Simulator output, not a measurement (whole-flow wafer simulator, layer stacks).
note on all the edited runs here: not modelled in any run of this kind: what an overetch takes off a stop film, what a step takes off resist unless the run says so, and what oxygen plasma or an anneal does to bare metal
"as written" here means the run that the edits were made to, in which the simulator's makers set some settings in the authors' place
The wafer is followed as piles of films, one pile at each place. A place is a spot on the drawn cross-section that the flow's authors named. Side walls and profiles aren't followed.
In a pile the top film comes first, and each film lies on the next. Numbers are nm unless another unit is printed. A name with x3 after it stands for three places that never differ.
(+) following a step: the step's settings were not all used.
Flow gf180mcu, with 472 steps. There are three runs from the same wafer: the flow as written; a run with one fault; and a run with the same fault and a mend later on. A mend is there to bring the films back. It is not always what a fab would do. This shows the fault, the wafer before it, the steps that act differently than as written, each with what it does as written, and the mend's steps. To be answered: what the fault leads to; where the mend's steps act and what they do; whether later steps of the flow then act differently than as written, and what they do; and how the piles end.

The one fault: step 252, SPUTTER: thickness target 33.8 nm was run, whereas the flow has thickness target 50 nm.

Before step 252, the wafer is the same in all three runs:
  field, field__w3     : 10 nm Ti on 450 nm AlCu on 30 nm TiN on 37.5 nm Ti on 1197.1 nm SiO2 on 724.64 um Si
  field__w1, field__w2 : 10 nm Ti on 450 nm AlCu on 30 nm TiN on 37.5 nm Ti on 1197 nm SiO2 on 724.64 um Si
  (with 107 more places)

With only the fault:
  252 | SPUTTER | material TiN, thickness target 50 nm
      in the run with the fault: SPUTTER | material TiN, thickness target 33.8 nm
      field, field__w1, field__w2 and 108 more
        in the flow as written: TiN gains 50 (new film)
        in the run with the fault: TiN gains 33.8 (new film)
  Steps later in the flow that act otherwise than as written (4 other steps are not shown; they differ only slightly, by no more than 2% or 0.5 nm, whichever is larger):
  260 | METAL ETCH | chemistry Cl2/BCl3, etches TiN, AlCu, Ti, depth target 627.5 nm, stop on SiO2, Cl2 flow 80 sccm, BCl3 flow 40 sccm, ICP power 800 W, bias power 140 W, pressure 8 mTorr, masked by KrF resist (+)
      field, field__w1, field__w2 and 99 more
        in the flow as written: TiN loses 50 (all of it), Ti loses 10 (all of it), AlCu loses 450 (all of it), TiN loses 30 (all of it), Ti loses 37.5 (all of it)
        in the run with the fault: TiN loses 33.8 (all of it), Ti loses 10 (all of it), AlCu loses 450 (all of it), TiN loses 30 (all of it), Ti loses 37.5 (all of it)
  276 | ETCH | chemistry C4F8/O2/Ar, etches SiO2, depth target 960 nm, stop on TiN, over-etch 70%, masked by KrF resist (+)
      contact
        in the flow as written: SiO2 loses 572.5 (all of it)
        in the run with the fault: SiO2 loses 588.7 (all of it)
  At field__w8, contact, m1 and 6 more, the piles at the end differ from the flow's by more than 2% or 0.5 nm, whichever is larger.
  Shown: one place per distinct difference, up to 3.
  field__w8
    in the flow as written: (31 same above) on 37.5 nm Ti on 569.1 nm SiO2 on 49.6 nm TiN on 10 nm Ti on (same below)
    in the run with the fault: (31 same above) on 37.5 nm Ti on 585.3 nm SiO2 on 33.4 nm TiN on 10 nm Ti on (same below)
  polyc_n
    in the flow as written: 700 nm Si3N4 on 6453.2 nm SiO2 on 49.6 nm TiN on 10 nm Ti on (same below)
    in the run with the fault: 700 nm Si3N4 on 6469.4 nm SiO2 on 33.4 nm TiN on 10 nm Ti on (same below)
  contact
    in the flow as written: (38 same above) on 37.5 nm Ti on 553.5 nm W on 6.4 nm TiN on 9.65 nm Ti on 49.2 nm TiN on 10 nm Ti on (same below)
    in the run with the fault: (38 same above) on 37.5 nm Ti on 569.9 nm W on 6.34 nm TiN on 9.56 nm Ti on 33 nm TiN on 10 nm Ti on (same below)

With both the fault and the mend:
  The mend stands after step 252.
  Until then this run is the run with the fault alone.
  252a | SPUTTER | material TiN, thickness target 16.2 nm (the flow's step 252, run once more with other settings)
      field, field__w1, field__w2 and 108 more
        TiN gains 16.2
  Later steps of the flow that are run all act as written at every place that is followed.
  The piles end the same as the flow's at every place that both follow.
